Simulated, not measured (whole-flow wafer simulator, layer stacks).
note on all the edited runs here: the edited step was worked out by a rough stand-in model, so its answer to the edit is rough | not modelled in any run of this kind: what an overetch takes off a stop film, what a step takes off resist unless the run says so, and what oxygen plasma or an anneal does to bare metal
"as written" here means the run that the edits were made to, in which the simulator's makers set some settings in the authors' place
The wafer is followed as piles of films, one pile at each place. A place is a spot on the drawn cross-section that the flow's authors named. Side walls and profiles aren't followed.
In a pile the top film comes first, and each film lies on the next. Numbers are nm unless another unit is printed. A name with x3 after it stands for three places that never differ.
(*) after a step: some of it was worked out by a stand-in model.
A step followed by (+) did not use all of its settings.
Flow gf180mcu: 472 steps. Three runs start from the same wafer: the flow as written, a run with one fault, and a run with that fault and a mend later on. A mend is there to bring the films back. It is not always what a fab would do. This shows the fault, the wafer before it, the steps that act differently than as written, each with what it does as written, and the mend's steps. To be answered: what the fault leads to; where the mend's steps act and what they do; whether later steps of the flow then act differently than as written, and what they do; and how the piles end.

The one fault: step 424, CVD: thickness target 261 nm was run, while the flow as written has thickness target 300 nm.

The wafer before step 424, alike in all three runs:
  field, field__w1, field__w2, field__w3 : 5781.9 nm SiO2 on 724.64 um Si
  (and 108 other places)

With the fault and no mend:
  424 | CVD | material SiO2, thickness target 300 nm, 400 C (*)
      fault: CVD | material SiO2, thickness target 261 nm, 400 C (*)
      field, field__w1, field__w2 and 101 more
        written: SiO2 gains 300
        fault: SiO2 gains 261
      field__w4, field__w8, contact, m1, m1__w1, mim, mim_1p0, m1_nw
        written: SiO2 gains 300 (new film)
        fault: SiO2 gains 261 (new film)
  Later steps of the flow acting differently than as written (3 more steps, not shown, differ only slightly: by at most 2% or 0.5 nm, whichever is larger):
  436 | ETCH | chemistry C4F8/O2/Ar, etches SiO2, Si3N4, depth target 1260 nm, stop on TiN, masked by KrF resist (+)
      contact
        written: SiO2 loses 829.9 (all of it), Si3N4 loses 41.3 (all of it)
        fault: SiO2 loses 790.9 (all of it), Si3N4 loses 41.3 (all of it)
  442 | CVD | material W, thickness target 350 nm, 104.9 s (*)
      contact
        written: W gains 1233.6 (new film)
        fault: W gains 1194.3 (new film)
  By the end, the piles at field__w4, field__w8, contact, m1, m1__w1, mim, mim_1p0, m1_nw depart from the flow's by more than 2% or 0.5 nm, whichever is larger.
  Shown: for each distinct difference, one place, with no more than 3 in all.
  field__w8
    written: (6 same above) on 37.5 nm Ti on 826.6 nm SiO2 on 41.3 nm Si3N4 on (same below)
    fault: (6 same above) on 37.5 nm Ti on 787.6 nm SiO2 on 41.3 nm Si3N4 on (same below)
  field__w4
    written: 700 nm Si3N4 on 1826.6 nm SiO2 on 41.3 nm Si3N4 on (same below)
    fault: 700 nm Si3N4 on 1787.6 nm SiO2 on 41.3 nm Si3N4 on (same below)
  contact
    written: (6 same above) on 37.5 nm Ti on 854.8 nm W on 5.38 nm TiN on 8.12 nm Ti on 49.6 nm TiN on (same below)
    fault: (6 same above) on 37.5 nm Ti on 815.5 nm W on 5.5 nm TiN on 8.3 nm Ti on 49.6 nm TiN on (same below)

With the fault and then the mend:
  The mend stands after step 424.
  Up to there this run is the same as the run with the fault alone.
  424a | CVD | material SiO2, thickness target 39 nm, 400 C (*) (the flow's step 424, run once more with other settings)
      field, field__w1, field__w2 and 109 more
        SiO2 gains 39
  Every later step of the flow that is run acts as written at every place that is followed.
  At every place that both follow, the piles at the end match the flow's.
